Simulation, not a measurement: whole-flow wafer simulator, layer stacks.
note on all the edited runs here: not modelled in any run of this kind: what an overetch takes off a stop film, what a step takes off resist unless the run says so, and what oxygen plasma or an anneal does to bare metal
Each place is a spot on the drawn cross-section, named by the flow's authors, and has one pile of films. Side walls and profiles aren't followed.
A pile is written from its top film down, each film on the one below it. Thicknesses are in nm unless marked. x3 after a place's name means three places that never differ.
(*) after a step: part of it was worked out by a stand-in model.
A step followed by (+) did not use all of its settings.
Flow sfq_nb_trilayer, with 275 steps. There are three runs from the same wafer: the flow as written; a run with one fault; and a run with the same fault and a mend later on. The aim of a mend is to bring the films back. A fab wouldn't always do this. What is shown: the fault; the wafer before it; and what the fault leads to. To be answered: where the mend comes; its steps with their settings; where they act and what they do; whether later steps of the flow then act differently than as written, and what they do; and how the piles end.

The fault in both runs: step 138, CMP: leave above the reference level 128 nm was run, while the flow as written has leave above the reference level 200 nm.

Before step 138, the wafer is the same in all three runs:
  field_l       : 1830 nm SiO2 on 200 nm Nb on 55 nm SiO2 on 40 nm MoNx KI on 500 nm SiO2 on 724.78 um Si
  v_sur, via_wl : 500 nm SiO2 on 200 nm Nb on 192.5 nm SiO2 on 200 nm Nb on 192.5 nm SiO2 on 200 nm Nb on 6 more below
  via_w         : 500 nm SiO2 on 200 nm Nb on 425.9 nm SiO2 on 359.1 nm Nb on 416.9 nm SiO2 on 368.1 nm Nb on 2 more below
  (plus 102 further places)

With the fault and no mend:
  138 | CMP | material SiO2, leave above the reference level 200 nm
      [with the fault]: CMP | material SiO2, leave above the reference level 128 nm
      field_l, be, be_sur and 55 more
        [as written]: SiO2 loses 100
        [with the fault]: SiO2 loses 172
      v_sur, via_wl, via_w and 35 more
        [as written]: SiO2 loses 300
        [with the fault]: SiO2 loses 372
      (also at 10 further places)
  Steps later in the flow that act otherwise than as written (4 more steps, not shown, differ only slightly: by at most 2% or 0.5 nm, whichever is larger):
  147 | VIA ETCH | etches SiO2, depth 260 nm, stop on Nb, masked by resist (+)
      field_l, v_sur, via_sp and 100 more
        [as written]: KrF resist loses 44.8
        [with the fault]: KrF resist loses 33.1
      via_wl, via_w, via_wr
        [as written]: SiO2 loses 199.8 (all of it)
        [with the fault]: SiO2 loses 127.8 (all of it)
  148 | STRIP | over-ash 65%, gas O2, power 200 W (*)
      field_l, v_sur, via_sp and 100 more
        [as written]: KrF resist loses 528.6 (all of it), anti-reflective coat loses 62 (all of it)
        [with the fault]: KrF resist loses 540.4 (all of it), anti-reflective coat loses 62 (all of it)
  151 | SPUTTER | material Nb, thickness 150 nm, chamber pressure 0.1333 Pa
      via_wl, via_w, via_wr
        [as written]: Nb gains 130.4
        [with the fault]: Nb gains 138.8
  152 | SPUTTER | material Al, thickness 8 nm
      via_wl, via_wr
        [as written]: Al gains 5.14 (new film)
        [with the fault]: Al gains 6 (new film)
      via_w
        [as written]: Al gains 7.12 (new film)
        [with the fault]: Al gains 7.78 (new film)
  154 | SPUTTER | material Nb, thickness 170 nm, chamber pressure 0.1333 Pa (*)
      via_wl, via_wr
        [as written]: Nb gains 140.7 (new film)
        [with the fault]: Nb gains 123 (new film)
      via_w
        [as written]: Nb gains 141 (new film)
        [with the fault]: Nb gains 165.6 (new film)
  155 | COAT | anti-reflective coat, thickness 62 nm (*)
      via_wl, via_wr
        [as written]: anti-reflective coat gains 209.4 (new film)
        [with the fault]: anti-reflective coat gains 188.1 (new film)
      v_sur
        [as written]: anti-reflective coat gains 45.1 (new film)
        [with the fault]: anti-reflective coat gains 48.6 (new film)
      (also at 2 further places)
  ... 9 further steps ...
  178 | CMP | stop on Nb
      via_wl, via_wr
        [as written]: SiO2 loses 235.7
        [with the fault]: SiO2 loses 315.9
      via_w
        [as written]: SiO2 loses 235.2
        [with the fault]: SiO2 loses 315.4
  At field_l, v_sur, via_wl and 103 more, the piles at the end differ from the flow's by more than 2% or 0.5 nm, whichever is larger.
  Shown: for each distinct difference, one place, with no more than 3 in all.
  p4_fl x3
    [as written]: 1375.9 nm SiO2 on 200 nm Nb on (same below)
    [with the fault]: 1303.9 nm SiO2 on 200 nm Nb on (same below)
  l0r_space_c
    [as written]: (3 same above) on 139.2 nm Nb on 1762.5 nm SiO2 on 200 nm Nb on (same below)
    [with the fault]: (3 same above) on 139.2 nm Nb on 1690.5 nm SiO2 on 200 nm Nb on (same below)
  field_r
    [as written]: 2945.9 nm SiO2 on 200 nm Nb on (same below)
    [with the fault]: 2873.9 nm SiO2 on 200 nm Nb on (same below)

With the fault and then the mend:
  The mend stands after step 139.
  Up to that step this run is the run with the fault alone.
  139a | PECVD | material SiO2, thickness 72 nm, 150 C, 16 s, RF power 183.3 W, pressure 2.4 Torr, precursor SiH4/N2O (the flow's step 137, run once more with other settings)
      field_l, v_sur, via_wl and 103 more
        SiO2 gains 72
  None of the later steps of the flow acts differently than as written at any place that is followed.
  By the end, the piles equal the flow's at every place that both follow.
